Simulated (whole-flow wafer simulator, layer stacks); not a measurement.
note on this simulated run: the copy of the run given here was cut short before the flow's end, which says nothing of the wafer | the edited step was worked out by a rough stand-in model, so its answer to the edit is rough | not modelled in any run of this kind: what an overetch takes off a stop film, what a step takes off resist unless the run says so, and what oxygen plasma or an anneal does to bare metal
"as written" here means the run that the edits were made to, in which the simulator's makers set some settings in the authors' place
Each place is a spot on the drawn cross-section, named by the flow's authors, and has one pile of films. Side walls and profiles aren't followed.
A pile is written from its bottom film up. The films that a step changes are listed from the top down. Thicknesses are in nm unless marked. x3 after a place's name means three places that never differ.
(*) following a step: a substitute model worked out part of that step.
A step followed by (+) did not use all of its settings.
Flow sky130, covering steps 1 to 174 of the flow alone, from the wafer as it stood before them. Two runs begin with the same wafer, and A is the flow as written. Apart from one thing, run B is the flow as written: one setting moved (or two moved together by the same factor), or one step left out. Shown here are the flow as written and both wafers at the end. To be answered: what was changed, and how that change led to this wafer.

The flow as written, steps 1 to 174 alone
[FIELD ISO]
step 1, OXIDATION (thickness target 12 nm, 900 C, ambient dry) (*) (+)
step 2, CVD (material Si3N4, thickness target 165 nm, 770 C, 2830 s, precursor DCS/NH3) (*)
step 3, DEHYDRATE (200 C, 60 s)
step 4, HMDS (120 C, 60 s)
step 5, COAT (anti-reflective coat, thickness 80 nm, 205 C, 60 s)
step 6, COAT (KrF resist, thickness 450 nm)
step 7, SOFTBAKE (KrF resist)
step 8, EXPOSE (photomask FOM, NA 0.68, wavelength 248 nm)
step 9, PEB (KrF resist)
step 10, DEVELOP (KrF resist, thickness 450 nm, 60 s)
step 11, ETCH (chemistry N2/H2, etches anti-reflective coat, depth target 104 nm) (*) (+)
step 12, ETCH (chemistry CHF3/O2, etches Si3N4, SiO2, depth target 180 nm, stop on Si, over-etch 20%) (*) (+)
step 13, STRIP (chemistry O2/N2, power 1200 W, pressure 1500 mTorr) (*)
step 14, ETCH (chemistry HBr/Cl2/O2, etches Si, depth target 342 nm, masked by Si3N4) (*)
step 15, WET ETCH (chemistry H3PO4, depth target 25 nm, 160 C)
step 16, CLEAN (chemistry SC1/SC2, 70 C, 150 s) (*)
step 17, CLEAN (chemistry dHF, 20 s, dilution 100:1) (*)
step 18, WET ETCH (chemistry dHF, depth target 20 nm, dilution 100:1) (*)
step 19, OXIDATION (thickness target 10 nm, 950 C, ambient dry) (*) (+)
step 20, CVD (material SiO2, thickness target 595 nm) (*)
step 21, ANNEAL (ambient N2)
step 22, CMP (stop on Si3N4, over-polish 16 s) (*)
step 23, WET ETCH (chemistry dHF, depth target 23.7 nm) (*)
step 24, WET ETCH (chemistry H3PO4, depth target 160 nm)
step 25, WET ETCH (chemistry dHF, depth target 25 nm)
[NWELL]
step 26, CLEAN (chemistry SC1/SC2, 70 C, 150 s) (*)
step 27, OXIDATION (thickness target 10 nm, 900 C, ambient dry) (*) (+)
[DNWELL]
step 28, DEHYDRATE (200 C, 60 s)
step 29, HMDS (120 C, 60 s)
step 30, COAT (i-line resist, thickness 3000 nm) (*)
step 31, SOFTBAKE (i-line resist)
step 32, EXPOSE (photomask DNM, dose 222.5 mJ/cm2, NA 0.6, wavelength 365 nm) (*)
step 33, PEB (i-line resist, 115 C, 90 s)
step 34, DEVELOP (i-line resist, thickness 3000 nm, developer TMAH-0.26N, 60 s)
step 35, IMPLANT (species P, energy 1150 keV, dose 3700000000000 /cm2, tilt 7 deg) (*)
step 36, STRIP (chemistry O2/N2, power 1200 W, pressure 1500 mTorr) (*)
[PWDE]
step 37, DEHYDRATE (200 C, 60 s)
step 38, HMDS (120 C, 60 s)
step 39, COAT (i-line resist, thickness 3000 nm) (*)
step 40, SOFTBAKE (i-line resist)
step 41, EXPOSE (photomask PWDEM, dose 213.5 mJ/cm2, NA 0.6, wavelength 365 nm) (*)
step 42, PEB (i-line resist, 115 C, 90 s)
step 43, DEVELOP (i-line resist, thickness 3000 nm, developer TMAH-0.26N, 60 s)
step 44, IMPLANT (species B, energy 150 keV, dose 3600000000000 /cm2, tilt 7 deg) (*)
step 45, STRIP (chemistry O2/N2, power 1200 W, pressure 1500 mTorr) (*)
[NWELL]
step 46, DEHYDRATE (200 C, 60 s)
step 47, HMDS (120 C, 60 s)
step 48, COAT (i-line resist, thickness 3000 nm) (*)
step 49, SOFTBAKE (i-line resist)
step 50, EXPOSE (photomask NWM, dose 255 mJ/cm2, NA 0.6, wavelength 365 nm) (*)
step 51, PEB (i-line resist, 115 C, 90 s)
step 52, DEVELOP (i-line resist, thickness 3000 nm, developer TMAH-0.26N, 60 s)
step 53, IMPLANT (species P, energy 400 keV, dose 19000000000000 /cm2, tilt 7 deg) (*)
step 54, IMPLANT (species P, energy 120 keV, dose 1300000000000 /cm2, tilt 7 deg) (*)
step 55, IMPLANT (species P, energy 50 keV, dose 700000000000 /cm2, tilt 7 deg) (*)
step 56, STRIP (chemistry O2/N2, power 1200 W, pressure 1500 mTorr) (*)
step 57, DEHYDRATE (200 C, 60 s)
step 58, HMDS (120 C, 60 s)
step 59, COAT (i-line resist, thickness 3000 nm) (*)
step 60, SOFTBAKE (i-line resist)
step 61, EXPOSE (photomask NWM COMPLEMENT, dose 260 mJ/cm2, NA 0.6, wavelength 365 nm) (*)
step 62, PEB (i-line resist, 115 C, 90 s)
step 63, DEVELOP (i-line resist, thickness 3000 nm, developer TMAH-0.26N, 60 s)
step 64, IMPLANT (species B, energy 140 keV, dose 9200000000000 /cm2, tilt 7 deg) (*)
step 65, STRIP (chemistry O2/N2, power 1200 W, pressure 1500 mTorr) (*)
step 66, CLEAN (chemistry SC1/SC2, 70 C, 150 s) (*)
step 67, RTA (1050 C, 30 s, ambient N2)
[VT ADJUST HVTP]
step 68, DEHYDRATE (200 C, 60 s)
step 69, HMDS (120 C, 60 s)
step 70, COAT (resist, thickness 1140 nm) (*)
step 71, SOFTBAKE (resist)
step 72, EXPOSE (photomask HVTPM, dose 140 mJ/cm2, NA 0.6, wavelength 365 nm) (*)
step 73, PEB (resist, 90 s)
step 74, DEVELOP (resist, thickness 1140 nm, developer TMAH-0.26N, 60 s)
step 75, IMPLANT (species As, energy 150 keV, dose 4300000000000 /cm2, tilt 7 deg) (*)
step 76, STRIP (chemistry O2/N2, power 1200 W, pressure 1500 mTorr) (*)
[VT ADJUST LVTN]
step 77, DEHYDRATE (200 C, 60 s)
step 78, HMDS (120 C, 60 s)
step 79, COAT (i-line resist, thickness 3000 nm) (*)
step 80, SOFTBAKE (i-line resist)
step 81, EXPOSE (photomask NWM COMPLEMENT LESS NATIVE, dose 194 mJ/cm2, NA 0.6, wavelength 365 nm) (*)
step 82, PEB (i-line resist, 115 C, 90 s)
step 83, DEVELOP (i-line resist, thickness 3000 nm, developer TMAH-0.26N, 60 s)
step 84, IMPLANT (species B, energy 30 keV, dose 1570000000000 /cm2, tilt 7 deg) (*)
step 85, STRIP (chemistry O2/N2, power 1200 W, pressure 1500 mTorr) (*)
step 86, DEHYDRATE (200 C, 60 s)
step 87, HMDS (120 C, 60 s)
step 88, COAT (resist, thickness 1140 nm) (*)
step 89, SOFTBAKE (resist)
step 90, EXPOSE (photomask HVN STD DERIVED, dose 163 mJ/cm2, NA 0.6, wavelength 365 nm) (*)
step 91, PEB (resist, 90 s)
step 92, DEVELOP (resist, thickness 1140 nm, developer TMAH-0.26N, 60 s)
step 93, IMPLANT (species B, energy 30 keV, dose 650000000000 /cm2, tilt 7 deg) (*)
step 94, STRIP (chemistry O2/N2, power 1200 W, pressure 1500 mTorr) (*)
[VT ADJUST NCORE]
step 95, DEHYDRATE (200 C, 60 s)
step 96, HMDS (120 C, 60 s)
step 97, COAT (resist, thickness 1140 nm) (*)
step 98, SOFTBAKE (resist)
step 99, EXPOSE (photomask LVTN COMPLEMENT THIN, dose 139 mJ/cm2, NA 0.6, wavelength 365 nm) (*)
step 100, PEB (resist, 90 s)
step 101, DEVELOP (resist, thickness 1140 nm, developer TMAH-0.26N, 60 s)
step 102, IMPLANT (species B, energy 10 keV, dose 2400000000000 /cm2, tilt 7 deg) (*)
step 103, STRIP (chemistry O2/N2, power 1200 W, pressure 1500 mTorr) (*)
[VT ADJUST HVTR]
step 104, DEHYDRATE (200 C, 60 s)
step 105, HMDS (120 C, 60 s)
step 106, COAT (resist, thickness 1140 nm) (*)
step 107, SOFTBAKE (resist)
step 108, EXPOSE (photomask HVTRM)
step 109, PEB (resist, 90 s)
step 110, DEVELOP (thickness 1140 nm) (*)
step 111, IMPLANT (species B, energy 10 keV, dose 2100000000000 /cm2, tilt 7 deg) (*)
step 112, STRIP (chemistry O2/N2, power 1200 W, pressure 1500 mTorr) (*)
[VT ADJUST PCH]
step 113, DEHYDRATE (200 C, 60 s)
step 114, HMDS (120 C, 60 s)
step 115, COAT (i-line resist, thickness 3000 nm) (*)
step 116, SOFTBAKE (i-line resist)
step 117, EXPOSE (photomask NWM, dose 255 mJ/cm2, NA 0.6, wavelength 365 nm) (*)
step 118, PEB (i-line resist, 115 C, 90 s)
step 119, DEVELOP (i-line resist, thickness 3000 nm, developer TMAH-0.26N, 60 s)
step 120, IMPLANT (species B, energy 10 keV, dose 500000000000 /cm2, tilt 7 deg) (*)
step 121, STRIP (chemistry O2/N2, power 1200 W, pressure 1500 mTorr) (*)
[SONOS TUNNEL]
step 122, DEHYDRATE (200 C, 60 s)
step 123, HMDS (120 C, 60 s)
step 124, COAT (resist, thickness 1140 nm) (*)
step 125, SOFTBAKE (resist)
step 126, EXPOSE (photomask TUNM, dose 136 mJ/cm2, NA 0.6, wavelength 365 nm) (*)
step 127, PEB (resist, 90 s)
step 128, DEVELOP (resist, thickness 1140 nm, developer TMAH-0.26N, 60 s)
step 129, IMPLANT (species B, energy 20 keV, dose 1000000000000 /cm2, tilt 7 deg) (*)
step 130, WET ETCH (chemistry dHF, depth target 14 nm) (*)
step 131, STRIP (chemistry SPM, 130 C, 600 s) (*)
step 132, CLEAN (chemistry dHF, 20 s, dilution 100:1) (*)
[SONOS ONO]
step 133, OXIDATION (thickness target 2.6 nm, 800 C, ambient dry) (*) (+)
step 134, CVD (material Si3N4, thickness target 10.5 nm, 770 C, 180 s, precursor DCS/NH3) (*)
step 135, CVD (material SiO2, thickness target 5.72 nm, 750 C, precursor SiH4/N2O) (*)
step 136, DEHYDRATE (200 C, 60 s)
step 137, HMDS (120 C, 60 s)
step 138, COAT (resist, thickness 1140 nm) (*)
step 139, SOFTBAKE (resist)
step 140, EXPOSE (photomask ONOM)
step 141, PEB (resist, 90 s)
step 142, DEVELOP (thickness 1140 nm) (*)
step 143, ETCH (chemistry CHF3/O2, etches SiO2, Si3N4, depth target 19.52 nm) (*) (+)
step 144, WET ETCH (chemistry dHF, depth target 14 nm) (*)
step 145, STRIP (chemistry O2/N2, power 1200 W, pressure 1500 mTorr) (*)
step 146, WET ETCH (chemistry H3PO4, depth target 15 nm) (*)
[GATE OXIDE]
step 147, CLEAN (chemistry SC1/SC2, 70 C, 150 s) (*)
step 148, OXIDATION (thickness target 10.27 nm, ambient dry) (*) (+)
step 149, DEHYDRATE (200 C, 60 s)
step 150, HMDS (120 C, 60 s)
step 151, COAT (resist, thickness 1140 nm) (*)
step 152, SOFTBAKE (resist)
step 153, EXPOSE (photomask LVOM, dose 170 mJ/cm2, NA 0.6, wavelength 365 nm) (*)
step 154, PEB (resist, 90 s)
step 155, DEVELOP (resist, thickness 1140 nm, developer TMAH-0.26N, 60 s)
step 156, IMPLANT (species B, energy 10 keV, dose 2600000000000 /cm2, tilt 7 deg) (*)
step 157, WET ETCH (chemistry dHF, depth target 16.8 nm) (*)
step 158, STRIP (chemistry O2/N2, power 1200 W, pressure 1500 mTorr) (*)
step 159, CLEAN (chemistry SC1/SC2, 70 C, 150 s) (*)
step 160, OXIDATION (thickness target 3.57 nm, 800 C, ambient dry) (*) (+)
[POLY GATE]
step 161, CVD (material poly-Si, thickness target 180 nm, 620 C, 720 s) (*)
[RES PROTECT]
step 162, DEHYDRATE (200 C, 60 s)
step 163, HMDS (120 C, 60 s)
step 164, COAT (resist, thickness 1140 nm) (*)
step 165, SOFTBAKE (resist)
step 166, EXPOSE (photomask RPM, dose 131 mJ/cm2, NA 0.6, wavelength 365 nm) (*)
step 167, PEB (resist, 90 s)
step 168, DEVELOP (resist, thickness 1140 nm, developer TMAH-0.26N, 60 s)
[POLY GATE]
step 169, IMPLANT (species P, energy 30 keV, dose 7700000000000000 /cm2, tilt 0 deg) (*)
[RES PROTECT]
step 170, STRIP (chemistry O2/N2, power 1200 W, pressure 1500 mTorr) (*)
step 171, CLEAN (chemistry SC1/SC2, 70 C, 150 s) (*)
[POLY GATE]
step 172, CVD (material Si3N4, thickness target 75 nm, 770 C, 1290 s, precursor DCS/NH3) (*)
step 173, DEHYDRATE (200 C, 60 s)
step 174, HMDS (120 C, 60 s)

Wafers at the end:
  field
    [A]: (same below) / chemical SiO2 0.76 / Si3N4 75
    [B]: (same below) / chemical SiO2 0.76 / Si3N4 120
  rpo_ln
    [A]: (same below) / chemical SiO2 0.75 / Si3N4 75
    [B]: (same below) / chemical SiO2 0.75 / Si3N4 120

What caused this: step 172, CVD: 2064 s was run, though the flow has 1290 s.

How this came from the change, step by step:
  step 172, CVD (material Si3N4, thickness target 75 nm, 770 C, 1290 s, precursor DCS/NH3) (*)
      field, active, n_well and 187 more: A +75 Si3N4 (new film) | B +120 Si3N4 (new film)
